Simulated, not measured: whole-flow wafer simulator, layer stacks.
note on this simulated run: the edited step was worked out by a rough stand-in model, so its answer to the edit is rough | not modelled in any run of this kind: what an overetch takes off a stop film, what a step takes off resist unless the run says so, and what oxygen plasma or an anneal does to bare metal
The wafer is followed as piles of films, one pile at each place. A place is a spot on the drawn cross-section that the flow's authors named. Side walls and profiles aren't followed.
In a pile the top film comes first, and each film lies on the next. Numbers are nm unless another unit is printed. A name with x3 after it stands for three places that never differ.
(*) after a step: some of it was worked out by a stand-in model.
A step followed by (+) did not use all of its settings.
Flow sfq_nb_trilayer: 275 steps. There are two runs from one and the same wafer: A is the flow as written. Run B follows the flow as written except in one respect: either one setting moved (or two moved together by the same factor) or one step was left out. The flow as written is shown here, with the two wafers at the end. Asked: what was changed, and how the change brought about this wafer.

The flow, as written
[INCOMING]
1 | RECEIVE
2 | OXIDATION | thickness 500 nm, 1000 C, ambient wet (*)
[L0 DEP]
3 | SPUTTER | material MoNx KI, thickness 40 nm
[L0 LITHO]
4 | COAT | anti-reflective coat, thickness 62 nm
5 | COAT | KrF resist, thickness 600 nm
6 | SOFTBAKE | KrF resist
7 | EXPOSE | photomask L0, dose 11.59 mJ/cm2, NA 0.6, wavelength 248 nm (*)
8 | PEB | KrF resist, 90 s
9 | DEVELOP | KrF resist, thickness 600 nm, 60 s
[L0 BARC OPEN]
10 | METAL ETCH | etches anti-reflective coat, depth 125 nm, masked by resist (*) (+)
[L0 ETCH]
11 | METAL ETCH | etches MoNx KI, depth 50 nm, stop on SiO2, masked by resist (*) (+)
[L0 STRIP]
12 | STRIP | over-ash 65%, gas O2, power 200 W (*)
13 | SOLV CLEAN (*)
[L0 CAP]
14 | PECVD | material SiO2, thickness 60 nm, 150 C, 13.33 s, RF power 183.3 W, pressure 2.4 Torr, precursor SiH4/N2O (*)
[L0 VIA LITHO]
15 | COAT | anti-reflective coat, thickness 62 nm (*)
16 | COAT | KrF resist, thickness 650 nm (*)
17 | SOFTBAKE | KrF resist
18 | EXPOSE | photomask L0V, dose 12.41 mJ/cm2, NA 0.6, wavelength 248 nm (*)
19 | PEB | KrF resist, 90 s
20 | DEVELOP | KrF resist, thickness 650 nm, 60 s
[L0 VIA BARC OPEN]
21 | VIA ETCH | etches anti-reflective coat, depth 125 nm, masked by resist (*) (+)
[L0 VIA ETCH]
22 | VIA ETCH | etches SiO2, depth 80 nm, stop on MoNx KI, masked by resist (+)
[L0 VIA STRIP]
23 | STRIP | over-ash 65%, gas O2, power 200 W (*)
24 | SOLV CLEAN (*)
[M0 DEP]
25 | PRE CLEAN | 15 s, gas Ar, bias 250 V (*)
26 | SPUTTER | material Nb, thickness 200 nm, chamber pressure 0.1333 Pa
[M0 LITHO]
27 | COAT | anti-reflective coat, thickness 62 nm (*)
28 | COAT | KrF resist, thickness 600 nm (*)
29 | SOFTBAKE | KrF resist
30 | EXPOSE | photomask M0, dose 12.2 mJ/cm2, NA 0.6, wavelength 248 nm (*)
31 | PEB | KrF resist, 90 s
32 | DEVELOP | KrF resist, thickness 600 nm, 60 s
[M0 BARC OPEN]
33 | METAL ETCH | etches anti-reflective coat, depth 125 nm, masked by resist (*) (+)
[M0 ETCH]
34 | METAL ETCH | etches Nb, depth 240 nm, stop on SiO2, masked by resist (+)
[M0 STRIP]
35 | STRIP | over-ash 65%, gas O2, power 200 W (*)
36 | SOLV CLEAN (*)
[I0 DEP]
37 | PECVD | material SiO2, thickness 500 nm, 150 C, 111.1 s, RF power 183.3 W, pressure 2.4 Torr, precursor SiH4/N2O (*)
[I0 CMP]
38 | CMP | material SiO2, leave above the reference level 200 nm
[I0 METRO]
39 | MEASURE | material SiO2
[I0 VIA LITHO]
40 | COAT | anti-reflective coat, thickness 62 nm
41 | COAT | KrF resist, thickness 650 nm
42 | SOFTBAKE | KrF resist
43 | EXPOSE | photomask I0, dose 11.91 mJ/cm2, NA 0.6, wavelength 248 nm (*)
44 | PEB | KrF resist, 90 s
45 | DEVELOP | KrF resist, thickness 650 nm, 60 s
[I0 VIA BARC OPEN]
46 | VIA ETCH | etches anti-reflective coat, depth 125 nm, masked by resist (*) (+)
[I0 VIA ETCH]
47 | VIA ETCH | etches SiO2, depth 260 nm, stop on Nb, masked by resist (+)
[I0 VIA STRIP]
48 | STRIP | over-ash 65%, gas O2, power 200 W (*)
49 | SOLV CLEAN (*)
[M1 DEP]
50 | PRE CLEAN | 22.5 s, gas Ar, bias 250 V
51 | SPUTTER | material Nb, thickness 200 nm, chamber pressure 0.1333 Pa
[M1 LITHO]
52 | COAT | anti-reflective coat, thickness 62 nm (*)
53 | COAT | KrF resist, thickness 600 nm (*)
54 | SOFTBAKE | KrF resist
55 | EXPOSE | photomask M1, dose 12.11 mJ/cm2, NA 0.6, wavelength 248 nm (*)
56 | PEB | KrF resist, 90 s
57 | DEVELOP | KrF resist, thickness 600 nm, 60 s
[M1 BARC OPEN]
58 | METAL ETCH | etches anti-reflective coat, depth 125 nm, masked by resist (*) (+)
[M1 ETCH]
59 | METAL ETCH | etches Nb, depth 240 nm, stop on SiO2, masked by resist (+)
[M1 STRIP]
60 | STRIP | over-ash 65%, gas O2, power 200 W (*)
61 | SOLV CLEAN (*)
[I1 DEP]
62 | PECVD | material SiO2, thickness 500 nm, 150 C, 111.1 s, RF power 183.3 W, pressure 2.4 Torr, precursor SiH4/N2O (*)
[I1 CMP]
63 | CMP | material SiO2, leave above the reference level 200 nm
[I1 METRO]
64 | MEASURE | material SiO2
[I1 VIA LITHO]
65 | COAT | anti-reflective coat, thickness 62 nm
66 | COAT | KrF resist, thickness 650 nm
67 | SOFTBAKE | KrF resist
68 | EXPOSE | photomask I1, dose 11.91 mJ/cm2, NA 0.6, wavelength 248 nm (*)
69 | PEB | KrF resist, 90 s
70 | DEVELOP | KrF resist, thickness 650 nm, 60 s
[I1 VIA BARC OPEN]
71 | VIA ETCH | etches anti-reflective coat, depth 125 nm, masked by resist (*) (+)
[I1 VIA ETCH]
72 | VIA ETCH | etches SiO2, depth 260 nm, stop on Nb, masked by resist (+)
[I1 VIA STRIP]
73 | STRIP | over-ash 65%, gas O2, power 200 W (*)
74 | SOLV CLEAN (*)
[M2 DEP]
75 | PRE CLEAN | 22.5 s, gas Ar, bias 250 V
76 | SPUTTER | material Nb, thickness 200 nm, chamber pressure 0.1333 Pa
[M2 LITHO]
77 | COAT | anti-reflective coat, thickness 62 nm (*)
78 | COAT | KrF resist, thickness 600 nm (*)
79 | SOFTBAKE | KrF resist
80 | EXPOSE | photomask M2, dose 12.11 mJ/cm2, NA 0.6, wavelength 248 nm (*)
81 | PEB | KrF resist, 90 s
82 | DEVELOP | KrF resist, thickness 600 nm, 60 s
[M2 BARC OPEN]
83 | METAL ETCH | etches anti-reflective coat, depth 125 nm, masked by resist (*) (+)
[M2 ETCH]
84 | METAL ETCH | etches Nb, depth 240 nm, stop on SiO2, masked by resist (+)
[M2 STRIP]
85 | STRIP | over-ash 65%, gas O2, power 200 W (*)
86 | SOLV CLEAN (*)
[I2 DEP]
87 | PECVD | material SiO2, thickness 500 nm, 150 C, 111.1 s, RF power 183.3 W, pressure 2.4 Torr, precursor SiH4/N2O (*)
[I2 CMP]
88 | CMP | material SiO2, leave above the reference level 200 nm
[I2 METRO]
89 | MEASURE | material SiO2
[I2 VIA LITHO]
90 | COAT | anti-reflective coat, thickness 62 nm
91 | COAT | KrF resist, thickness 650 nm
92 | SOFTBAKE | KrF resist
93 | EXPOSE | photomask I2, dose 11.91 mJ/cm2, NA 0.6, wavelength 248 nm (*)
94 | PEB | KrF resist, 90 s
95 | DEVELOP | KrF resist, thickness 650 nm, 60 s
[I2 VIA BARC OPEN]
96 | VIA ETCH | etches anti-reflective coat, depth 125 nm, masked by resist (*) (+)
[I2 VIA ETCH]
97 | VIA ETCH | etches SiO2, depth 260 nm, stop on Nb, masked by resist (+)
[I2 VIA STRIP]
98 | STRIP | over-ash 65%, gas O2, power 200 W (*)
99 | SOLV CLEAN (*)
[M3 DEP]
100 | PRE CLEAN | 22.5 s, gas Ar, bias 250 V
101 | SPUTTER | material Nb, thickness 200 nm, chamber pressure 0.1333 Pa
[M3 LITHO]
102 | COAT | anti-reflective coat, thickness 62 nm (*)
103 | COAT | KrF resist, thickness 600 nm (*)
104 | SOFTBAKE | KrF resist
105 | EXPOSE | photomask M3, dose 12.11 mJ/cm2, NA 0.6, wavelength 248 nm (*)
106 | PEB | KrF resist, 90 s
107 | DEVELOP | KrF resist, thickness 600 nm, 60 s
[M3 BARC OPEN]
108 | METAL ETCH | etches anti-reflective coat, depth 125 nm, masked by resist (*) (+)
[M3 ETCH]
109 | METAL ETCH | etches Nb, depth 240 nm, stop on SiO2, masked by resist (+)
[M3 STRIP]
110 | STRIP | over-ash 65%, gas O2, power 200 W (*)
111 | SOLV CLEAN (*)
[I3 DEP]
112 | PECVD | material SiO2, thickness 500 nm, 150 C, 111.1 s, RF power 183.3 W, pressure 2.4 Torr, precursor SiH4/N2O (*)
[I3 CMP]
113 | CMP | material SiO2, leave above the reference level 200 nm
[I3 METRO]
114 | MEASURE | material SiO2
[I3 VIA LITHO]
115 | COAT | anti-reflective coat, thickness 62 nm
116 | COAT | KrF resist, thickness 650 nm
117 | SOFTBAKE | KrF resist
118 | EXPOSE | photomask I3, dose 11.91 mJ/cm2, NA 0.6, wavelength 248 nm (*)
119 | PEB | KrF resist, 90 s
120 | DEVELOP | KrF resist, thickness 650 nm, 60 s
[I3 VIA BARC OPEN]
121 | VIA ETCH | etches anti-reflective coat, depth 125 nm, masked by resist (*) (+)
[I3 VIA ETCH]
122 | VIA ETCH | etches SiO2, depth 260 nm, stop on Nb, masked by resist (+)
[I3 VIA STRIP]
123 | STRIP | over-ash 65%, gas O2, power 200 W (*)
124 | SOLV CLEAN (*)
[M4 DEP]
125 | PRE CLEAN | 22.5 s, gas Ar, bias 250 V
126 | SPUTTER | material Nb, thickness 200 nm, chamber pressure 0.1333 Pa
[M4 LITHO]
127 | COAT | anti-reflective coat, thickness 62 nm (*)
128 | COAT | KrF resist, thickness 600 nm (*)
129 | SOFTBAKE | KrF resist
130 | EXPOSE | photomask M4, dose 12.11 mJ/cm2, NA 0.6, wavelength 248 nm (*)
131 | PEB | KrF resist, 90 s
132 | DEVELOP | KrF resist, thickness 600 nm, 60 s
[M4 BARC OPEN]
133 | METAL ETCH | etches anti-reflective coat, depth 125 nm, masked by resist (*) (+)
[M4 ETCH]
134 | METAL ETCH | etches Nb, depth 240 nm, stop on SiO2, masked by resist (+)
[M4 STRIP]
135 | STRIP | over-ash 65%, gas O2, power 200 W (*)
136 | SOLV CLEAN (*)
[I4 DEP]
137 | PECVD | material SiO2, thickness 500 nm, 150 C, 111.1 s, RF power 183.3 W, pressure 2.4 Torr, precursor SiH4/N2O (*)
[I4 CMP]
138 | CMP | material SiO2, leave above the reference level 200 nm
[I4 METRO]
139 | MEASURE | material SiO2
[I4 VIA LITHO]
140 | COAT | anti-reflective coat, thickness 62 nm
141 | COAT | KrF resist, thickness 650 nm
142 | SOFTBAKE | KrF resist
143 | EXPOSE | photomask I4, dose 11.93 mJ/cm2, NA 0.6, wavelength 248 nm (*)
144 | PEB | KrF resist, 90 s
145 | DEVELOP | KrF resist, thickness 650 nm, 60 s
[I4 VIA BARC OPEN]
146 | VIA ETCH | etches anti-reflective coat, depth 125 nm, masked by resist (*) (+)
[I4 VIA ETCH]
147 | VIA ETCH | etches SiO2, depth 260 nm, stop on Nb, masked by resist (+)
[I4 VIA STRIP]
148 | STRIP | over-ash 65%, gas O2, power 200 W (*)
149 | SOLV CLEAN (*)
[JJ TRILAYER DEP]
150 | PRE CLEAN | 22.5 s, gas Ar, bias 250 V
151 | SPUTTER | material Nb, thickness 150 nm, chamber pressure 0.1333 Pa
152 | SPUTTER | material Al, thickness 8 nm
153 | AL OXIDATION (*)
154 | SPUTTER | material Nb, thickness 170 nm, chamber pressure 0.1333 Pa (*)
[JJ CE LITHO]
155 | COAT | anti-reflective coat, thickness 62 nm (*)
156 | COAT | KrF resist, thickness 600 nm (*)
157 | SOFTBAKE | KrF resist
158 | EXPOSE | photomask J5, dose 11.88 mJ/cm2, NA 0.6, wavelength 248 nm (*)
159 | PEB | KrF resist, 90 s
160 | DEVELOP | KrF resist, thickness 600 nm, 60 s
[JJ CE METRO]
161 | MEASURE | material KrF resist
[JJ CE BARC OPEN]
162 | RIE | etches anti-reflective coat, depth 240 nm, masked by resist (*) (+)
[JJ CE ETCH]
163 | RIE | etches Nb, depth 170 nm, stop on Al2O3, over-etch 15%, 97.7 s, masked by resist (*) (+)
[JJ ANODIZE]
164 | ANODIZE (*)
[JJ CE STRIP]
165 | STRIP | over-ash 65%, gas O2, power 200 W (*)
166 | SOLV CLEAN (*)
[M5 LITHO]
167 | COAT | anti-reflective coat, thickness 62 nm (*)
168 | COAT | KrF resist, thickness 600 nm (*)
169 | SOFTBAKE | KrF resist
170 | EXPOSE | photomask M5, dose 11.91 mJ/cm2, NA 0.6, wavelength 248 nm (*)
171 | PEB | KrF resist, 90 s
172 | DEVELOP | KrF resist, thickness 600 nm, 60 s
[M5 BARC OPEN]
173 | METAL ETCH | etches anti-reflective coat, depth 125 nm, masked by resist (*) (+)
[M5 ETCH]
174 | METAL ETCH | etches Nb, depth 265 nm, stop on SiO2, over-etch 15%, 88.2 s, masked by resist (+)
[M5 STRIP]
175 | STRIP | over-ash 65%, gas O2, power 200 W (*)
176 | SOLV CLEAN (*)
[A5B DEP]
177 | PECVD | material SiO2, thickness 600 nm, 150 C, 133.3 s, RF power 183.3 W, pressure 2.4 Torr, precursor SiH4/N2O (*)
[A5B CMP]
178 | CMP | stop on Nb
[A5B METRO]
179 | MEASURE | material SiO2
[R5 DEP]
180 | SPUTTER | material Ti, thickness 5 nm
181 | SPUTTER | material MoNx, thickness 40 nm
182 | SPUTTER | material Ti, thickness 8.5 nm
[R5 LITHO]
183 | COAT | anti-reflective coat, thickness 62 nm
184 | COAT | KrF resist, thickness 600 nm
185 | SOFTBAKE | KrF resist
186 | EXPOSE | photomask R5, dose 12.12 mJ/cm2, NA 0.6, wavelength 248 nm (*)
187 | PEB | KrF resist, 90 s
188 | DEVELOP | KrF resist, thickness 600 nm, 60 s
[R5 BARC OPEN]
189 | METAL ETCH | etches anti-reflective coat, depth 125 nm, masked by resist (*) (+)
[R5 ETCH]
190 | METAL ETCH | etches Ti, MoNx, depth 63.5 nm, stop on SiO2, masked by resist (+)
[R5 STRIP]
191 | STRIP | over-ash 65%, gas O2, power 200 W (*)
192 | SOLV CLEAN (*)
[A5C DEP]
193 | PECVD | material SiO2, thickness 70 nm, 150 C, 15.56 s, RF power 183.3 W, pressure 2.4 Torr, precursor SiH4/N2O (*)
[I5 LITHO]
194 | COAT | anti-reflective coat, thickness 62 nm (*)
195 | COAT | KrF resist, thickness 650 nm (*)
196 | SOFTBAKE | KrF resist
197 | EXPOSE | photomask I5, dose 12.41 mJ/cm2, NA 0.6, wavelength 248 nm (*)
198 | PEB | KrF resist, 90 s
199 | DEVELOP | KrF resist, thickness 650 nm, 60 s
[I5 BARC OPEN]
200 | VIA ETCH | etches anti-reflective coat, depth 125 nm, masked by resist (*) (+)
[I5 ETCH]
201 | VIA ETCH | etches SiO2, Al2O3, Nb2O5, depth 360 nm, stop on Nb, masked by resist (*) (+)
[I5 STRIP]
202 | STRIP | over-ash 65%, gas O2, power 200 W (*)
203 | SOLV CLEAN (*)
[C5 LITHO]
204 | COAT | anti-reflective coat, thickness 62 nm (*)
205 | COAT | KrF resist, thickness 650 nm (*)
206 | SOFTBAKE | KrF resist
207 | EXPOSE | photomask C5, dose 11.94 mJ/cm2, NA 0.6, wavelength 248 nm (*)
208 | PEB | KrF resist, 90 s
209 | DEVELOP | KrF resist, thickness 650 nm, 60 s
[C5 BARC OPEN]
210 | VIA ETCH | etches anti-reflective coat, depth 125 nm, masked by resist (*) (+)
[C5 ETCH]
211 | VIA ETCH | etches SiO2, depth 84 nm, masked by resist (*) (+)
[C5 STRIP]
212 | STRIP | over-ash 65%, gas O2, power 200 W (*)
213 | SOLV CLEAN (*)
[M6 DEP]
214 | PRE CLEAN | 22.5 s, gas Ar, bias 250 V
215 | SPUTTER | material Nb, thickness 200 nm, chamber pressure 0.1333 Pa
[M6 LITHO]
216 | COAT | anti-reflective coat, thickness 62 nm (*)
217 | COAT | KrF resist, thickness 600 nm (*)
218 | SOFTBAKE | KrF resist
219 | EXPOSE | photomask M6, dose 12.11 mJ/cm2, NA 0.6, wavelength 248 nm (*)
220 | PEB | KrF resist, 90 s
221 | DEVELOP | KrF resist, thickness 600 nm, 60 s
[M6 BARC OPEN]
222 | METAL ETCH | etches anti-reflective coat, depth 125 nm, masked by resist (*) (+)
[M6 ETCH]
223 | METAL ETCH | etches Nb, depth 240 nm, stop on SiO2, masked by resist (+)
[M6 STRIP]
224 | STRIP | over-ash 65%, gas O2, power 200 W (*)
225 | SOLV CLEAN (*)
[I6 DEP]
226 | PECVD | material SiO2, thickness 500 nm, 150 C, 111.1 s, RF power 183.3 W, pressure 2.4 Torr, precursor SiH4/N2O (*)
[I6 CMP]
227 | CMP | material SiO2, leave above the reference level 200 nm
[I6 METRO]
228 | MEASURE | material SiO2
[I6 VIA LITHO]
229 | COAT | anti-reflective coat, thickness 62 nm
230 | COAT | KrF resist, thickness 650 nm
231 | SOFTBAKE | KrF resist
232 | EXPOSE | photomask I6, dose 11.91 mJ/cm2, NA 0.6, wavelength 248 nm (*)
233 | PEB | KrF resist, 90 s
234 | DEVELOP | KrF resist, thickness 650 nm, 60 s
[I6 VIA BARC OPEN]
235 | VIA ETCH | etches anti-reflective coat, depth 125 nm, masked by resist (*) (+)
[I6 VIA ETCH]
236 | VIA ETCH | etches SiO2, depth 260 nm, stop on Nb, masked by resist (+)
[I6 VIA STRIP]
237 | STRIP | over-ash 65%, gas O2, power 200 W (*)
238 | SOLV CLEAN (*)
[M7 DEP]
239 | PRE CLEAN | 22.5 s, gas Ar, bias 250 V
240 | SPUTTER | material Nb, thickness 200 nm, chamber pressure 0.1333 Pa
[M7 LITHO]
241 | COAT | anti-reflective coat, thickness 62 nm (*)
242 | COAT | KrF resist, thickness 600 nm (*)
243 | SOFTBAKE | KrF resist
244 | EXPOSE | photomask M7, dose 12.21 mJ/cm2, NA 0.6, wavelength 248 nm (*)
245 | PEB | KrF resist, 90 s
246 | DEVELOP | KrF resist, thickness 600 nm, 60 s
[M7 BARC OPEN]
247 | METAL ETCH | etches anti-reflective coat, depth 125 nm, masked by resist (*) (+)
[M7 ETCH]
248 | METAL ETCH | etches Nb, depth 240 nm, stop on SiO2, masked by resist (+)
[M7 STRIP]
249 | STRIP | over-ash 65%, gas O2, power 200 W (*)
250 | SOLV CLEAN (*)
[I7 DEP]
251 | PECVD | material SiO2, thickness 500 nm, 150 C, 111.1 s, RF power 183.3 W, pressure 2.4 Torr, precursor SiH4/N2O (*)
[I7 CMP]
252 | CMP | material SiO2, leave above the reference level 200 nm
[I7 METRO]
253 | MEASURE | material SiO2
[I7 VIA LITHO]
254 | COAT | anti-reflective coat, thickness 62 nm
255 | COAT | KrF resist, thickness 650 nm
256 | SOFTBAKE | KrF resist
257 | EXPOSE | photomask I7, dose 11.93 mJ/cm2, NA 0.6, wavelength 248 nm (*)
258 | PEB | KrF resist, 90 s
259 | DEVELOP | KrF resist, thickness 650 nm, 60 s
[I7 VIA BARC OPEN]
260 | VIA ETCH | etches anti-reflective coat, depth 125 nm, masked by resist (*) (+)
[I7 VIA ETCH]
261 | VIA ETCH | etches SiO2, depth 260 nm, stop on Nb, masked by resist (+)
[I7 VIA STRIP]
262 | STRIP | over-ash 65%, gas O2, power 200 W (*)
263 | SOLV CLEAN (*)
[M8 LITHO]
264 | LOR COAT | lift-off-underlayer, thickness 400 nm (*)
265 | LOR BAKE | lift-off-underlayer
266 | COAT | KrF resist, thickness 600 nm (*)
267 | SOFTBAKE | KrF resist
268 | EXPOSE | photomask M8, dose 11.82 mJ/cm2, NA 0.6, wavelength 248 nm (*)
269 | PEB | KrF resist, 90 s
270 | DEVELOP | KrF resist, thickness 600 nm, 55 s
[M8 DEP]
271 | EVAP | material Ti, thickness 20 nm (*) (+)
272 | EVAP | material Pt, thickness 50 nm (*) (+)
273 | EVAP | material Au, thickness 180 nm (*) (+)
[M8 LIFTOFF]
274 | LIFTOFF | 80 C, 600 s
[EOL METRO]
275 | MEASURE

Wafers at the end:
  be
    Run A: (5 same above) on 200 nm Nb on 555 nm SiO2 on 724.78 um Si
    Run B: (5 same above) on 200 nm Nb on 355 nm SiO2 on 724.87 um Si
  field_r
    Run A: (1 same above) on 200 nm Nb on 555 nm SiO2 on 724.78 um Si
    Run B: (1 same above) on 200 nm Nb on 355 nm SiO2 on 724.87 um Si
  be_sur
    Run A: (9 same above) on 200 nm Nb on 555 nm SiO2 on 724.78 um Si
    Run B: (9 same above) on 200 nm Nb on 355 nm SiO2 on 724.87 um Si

The reason: step 2, OXIDATION: thickness 300 nm was run, whereas the flow has thickness 500 nm.

Step by step, how the change led to this:
  2 | OXIDATION | thickness 500 nm, 1000 C, ambient wet (*)
      field_l, v_sur, via_wl and 103 more: A +500 SiO2 (new film), -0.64 chemical SiO2 (all of it), -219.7 Si | B +300 SiO2 (new film), -0.64 chemical SiO2 (all of it), -131.7 Si
